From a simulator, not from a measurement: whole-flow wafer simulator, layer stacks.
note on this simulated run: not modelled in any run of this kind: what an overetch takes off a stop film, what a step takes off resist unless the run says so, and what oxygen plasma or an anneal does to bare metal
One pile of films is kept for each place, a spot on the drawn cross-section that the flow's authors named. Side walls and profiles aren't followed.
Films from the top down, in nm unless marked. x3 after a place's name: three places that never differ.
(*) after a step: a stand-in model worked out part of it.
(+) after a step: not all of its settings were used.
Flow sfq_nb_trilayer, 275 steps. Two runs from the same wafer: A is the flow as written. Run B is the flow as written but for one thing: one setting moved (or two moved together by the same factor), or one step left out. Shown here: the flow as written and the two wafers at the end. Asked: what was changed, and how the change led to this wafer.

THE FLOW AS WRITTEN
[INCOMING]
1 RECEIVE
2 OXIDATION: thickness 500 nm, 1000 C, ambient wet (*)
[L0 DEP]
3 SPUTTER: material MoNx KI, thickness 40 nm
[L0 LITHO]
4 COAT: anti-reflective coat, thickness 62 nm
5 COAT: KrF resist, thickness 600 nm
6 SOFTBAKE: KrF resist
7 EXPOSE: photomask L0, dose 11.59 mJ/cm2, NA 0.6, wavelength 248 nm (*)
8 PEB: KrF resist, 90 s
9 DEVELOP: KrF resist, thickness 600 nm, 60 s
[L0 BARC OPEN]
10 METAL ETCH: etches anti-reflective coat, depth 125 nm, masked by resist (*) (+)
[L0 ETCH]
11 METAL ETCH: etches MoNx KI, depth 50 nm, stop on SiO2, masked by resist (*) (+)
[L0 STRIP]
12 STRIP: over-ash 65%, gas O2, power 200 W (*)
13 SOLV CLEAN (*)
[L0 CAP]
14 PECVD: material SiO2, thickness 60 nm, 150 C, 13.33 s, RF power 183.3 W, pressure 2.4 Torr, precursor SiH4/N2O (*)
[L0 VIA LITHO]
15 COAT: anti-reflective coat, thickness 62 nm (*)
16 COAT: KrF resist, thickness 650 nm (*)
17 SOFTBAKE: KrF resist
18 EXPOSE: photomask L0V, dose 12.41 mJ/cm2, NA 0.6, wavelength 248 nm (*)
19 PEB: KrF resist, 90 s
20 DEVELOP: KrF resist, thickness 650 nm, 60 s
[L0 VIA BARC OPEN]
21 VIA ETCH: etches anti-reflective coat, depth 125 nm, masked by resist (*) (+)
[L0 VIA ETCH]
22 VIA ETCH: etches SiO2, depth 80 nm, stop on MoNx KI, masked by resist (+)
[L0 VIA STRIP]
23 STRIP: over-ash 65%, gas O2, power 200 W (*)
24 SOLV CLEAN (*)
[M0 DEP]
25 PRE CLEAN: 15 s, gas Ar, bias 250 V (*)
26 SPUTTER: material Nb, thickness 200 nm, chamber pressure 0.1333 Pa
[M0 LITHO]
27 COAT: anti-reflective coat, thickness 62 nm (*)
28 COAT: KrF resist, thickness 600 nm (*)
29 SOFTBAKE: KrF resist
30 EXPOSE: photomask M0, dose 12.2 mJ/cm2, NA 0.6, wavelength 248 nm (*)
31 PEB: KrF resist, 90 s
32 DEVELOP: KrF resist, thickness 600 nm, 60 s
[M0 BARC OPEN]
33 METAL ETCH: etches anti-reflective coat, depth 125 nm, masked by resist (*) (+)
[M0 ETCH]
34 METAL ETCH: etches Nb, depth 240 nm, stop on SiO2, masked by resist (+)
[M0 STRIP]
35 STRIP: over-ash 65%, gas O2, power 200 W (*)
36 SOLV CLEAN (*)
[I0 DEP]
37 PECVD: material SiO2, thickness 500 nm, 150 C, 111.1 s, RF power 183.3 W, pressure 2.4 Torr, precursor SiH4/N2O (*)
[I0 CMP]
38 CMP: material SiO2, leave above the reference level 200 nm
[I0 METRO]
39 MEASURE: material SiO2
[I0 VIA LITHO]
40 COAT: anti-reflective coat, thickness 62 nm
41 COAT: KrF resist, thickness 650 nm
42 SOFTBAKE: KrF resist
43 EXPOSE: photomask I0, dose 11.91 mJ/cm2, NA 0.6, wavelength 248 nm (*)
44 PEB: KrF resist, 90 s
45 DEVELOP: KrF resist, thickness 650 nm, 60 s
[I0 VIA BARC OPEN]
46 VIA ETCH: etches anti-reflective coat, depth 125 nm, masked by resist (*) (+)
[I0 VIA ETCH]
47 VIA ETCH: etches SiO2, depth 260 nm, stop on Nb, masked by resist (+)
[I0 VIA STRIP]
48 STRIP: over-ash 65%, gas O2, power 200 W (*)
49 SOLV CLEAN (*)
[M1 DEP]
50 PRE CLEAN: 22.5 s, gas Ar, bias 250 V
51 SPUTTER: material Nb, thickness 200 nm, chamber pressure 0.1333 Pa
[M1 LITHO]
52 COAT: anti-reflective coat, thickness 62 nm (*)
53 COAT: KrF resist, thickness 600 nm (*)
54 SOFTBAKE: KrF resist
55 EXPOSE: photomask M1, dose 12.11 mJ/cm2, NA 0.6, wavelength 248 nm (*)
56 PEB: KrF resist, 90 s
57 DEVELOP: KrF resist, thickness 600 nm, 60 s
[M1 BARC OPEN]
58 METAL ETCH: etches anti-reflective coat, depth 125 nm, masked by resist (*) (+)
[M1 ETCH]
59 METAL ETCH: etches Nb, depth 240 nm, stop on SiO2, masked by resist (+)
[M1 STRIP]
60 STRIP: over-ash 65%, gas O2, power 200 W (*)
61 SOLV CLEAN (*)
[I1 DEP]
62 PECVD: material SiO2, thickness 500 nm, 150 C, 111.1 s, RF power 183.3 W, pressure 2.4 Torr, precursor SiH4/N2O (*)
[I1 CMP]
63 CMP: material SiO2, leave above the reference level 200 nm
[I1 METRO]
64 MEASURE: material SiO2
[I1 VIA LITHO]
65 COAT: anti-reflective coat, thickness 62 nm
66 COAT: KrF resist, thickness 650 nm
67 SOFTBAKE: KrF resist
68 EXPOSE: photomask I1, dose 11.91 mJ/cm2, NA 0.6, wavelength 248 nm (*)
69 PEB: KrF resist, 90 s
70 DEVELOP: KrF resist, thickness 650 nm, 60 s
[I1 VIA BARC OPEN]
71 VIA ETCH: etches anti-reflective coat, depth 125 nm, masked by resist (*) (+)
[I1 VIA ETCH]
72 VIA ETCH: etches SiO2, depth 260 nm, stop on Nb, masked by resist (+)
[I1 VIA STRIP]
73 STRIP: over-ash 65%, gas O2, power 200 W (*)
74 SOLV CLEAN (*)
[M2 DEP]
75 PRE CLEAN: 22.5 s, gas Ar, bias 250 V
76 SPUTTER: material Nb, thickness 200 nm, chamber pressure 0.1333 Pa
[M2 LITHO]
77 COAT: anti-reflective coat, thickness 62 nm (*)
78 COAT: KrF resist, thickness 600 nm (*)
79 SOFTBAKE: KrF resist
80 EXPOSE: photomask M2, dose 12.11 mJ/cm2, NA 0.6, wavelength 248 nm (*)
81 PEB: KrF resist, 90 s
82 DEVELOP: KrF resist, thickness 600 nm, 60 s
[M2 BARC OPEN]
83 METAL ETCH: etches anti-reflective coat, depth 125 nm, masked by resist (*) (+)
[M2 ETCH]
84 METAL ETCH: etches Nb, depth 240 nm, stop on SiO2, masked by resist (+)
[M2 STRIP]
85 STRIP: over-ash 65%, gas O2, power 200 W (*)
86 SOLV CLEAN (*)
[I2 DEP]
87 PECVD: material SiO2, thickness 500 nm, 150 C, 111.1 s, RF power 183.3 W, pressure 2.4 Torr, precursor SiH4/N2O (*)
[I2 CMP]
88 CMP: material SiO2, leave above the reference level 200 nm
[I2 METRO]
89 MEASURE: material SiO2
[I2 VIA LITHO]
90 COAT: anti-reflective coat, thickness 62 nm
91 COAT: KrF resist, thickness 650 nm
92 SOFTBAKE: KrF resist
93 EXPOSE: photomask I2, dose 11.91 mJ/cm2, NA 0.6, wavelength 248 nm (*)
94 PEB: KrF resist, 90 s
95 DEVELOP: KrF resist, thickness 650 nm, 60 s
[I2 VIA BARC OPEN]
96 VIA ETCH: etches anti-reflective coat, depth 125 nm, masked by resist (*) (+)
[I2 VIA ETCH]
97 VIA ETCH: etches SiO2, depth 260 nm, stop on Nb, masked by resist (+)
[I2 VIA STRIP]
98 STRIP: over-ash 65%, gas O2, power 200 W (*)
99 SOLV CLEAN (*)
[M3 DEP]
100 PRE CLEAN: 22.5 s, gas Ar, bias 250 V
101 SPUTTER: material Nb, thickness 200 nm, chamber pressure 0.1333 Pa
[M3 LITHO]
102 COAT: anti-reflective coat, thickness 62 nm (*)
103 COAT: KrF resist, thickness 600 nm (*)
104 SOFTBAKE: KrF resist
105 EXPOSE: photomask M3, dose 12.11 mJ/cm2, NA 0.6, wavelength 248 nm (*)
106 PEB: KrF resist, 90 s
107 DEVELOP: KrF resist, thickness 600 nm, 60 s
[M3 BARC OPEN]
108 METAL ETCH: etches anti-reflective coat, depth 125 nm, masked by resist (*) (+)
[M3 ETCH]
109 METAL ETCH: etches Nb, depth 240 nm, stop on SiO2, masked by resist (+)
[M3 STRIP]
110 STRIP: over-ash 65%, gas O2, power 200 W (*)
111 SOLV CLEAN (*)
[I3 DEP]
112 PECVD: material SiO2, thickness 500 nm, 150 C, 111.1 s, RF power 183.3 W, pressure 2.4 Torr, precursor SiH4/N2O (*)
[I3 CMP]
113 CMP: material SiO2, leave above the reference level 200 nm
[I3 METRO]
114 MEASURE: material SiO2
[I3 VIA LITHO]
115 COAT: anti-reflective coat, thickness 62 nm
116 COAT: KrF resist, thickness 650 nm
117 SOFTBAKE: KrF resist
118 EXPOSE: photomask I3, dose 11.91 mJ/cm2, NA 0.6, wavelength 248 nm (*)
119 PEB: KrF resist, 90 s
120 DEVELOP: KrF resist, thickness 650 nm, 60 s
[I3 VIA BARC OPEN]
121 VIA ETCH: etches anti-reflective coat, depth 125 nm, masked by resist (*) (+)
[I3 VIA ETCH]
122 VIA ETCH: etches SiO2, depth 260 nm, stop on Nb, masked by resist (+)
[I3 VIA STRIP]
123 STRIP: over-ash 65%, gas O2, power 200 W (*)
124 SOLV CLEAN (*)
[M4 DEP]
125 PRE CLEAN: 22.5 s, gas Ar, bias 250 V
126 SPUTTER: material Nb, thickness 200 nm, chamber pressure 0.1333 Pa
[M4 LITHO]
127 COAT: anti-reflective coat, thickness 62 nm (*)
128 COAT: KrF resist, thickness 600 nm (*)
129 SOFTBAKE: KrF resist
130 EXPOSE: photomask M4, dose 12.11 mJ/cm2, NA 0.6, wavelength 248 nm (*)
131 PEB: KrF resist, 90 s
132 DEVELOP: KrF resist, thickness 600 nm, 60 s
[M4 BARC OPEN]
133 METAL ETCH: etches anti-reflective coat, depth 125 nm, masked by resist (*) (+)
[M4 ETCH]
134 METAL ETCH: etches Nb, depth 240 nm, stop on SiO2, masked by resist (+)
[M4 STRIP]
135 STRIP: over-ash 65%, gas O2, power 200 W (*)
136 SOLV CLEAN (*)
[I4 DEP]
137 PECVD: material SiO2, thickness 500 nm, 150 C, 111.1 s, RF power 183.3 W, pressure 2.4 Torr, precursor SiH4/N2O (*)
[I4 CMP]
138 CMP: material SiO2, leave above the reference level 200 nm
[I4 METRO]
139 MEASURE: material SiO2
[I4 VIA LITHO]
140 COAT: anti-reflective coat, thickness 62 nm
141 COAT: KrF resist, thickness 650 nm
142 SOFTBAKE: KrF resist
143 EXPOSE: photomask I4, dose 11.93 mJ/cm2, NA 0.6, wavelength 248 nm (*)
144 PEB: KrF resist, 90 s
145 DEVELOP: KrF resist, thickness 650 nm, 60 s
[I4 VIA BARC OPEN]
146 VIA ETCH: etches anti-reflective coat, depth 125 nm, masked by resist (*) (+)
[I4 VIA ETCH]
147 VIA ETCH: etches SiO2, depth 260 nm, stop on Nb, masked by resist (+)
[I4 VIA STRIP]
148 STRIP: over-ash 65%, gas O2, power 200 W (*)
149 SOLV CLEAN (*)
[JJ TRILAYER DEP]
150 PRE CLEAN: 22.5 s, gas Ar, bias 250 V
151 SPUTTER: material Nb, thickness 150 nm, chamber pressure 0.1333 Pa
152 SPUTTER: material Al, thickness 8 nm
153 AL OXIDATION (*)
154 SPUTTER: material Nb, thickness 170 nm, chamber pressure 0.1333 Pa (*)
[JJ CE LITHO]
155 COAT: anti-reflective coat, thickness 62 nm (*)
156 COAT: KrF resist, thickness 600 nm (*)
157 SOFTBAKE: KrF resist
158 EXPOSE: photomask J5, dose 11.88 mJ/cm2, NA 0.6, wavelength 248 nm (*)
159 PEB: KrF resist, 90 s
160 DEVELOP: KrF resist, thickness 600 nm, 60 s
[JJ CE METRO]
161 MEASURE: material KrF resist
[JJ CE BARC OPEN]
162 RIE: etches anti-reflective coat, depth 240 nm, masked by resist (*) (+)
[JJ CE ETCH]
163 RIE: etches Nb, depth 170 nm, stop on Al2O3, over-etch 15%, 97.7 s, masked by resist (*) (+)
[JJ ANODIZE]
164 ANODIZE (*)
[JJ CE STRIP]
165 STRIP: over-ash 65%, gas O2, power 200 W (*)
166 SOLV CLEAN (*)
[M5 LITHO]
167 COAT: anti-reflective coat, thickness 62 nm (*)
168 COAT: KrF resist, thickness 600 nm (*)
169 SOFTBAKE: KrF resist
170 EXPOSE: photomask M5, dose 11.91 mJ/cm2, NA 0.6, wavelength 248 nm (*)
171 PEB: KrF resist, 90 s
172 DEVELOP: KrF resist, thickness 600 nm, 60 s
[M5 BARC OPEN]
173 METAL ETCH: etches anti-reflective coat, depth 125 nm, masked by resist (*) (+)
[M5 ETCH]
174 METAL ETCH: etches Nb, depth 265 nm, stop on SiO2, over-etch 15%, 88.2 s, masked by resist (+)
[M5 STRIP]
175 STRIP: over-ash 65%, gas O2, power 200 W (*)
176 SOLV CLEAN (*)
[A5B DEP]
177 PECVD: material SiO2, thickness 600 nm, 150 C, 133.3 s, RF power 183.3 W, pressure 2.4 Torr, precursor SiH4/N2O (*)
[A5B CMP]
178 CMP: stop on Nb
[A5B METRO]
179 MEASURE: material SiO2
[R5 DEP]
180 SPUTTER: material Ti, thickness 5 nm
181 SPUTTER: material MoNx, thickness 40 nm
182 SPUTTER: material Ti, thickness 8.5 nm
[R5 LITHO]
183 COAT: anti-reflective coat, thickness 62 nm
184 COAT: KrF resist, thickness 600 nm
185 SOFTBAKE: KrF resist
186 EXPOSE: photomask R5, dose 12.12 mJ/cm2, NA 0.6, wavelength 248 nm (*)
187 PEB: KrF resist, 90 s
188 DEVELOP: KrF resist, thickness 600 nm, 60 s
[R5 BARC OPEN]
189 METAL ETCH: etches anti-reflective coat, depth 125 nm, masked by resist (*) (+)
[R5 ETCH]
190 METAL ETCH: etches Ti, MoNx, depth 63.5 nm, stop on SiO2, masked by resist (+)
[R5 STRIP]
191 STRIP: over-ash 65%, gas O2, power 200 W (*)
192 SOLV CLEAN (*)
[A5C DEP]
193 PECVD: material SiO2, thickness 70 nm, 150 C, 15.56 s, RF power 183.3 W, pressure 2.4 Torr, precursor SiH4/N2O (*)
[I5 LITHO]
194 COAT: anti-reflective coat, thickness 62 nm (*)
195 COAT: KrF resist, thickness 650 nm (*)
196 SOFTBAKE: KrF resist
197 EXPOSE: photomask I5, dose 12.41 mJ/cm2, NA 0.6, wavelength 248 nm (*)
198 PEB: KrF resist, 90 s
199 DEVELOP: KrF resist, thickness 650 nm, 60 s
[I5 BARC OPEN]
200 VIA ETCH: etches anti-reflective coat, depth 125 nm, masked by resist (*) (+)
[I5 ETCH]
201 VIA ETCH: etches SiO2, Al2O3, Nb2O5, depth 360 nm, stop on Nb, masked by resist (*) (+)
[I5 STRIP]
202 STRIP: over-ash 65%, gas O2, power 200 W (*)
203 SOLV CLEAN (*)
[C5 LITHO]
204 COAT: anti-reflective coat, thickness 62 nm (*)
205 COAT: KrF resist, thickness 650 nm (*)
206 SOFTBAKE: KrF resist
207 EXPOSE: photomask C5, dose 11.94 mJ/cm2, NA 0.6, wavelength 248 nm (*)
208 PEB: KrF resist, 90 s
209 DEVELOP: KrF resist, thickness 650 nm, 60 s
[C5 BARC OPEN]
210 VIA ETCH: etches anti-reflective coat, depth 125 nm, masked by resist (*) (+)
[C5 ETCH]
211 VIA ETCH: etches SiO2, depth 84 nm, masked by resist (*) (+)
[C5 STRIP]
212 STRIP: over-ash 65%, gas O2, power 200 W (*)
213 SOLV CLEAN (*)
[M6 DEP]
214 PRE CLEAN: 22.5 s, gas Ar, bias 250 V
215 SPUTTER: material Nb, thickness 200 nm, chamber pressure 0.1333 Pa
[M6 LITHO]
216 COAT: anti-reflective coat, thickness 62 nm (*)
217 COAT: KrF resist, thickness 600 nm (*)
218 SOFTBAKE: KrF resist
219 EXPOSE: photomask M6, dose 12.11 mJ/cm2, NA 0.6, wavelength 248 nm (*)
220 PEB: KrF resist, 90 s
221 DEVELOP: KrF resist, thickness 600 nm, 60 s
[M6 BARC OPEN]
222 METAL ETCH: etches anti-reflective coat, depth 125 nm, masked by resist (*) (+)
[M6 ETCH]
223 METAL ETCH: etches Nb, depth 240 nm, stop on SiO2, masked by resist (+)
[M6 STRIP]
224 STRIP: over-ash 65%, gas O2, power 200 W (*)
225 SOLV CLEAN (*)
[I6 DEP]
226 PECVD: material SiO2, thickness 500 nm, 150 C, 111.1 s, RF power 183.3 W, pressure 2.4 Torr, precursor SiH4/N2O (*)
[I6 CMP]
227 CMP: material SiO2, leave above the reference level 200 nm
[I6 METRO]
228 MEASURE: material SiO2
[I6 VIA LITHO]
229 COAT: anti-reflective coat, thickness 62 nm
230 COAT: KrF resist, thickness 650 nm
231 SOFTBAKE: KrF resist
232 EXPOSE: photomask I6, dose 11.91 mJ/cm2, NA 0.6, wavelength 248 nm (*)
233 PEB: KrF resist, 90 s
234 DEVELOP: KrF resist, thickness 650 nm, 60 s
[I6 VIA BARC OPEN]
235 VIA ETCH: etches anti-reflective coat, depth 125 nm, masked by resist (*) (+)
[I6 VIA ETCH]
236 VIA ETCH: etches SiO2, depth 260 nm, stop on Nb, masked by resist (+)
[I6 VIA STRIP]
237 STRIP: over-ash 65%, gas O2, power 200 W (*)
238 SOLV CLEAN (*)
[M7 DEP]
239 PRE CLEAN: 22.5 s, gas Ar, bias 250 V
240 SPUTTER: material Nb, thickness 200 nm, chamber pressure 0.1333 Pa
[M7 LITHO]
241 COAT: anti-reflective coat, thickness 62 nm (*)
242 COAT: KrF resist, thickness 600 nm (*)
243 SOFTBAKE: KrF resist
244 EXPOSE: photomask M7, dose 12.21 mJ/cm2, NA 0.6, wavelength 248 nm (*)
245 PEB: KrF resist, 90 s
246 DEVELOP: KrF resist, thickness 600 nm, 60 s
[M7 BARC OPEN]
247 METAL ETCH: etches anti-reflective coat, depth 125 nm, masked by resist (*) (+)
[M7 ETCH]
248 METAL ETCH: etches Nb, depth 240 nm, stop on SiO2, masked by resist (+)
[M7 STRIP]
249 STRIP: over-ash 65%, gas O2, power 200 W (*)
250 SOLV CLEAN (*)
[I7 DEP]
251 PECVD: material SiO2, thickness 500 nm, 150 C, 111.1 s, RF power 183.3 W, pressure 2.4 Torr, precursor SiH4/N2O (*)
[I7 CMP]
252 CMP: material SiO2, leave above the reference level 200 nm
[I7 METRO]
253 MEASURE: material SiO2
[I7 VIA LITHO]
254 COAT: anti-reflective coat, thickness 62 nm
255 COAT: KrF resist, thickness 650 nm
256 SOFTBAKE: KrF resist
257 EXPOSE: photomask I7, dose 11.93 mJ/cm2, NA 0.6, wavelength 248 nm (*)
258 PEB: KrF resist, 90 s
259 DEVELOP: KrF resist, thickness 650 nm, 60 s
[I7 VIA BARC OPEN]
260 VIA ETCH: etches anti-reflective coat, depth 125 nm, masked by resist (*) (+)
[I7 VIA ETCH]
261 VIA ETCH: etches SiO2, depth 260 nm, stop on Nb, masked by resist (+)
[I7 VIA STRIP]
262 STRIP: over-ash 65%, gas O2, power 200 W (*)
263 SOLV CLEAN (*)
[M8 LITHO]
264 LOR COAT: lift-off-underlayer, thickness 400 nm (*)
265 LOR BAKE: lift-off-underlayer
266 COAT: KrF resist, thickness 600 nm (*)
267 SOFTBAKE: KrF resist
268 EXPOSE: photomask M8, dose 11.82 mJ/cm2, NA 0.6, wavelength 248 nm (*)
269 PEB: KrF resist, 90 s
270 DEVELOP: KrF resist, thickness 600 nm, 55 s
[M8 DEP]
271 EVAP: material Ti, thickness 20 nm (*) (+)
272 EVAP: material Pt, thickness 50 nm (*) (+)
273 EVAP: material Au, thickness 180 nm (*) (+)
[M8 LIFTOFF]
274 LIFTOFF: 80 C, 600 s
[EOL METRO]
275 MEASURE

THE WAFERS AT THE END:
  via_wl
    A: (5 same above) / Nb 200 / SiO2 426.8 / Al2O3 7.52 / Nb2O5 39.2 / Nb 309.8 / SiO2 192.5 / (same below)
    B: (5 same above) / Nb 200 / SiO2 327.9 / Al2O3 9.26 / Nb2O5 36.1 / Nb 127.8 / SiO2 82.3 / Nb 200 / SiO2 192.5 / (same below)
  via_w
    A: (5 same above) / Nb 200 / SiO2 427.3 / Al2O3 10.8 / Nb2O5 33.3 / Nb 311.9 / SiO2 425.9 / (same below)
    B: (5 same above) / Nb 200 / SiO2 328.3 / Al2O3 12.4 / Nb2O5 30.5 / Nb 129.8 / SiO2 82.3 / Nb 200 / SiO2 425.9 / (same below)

The cause: step 147, VIA ETCH: depth 110 nm was run, where the flow has depth 260 nm.

How the change led to this, step by step:
  147 VIA ETCH: etches SiO2, depth 260 nm, stop on Nb, masked by resist (+)
      via_wl, via_w, via_wr: A SiO2 -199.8 (all of it) | B SiO2 -110
      field_l, v_sur, via_sp and 100 more: A KrF resist -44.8 | B KrF resist -19
  148 STRIP: over-ash 65%, gas O2, power 200 W (*)
      field_l, v_sur, via_sp and 100 more: A KrF resist -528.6 (all of it), anti-reflective coat -62 (all of it) | B KrF resist -554.5 (all of it), anti-reflective coat -62 (all of it)
  150 PRE CLEAN: 22.5 s, gas Ar, bias 250 V
      via_wl, via_w, via_wr: A Nb -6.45 | B SiO2 -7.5
  151 SPUTTER: material Nb, thickness 150 nm, chamber pressure 0.1333 Pa
      via_wl, via_w, via_wr: A Nb +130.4 | B Nb +140.8 (new film)
  152 SPUTTER: material Al, thickness 8 nm
      via_wl, via_wr: A Al +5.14 (new film) | B Al +6.19 (new film)
      via_w: A Al +7.12 (new film) | B Al +7.84 (new film)
  154 SPUTTER: material Nb, thickness 170 nm, chamber pressure 0.1333 Pa (*)
      via_wl, via_wr: A Nb +140.7 (new film) | B Nb +127.2 (new film)
      via_w: A Nb +141 (new film) | B Nb +167.2 (new film)
  155 COAT: anti-reflective coat, thickness 62 nm (*)
      via_wl, via_wr: A anti-reflective coat +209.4 (new film) | B anti-reflective coat +172 (new film)
      v_sur: A anti-reflective coat +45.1 (new film) | B anti-reflective coat +49.5 (new film)
      (and at 2 more places)
  156 COAT: KrF resist, thickness 600 nm (*)
      via_wl: A KrF resist +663 (new film) | B KrF resist +634.1 (new film)
      via_w: A KrF resist +763.8 (new film) | B KrF resist +671.8 (new film)
      (and at 1 more place)
  160 DEVELOP: KrF resist, thickness 600 nm, 60 s
      via_wl: A KrF resist -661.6 (all of it) | B KrF resist -632.8 (all of it)
      via_w: A KrF resist -762.1 (all of it) | B KrF resist -670.3 (all of it)
      (and at 1 more place)
  162 RIE: etches anti-reflective coat, depth 240 nm, masked by resist (*) (+)
      ce_l, c5j, ce_r, wl_jj: A KrF resist -209.4 | B KrF resist -172
      via_wl, via_wr: A anti-reflective coat -209.4 (all of it) | B anti-reflective coat -172 (all of it)
      (and at 3 more places)
  163 RIE: etches Nb, depth 170 nm, stop on Al2O3, over-etch 15%, 97.7 s, masked by resist (*) (+)
      via_w: A Nb -141 (all of it), Al2O3 -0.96 (all of it) | B Nb -167.2 (all of it), Al2O3 -0.57
      via_wl, via_wr: A Nb -140.7 (all of it), Al2O3 -0.96 (all of it) | B Nb -127.2 (all of it), Al2O3 -0.96 (all of it)
  164 ANODIZE (*)
      via_w: A Al2O3 +10.8 (new film), Nb2O5 +33.3 (new film), Al -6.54 (all of it), Nb -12 | B Al2O3 +12, Nb2O5 +30.5 (new film), Al -7.26 (all of it), Nb -11
      via_wl, via_wr: A Al2O3 +7.52 (new film), Nb2O5 +39.2 (new film), Al -4.56 (all of it), Nb -14.1 | B Al2O3 +9.26 (new film), Nb2O5 +36.1 (new film), Al -5.61 (all of it), Nb -13
  165 STRIP: over-ash 65%, gas O2, power 200 W (*)
      ce_l: A KrF resist -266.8 (all of it), anti-reflective coat -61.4 (all of it) | B KrF resist -304.8 (all of it), anti-reflective coat -61.7 (all of it)
      c5j: A KrF resist -266.9 (all of it), anti-reflective coat -61.5 (all of it) | B KrF resist -304.8 (all of it), anti-reflective coat -61.7 (all of it)
      (and at 2 more places)
  167 COAT: anti-reflective coat, thickness 62 nm (*)
      v_sur: A anti-reflective coat +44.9 (new film) | B anti-reflective coat +46.4 (new film)
      via_wl: A anti-reflective coat +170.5 (new film) | B anti-reflective coat +108.4 (new film)
      (and at 3 more places)
  168 COAT: KrF resist, thickness 600 nm (*)
      v_sur: A KrF resist +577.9 (new film) | B KrF resist +592.6 (new film)
      via_wl: A KrF resist +656 (new film) | B KrF resist +641.6 (new film)
      (and at 2 more places)
  175 STRIP: over-ash 65%, gas O2, power 200 W (*)
      v_sur: A KrF resist -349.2 (all of it), anti-reflective coat -44.9 (all of it) | B KrF resist -363.8 (all of it), anti-reflective coat -46.4 (all of it)
      via_wl: A KrF resist -427 (all of it), anti-reflective coat -170.5 (all of it) | B KrF resist -412.7 (all of it), anti-reflective coat -108.4 (all of it)
      (and at 3 more places)
  178 CMP: stop on Nb
      via_wl, via_wr: A SiO2 -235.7 | B SiO2 -334.6
      via_w: A SiO2 -235.2 | B SiO2 -334.2
Counting metal films that touch as one body, via_wl has 8 bodies (between them, from the top down: SiO2 192.5; SiO2 327.9 / Al2O3 9.26 / Nb2O5 36.1; SiO2 82.3; SiO2 192.5; SiO2 192.5; SiO2 192.5; SiO2 192.5); the flow as written gives 7 bodies (between them, from the top down: SiO2 192.5; SiO2 426.8 / Al2O3 7.52 / Nb2O5 39.2; SiO2 192.5; SiO2 192.5; SiO2 192.5; SiO2 192.5).
Counting metal films that touch as one body, via_w has 6 bodies (between them, from the top down: SiO2 192.5; SiO2 328.3 / Al2O3 12.4 / Nb2O5 30.5; SiO2 82.3; SiO2 425.9; SiO2 416.9); the flow as written gives 5 bodies (between them, from the top down: SiO2 192.5; SiO2 427.3 / Al2O3 10.8 / Nb2O5 33.3; SiO2 425.9; SiO2 416.9).
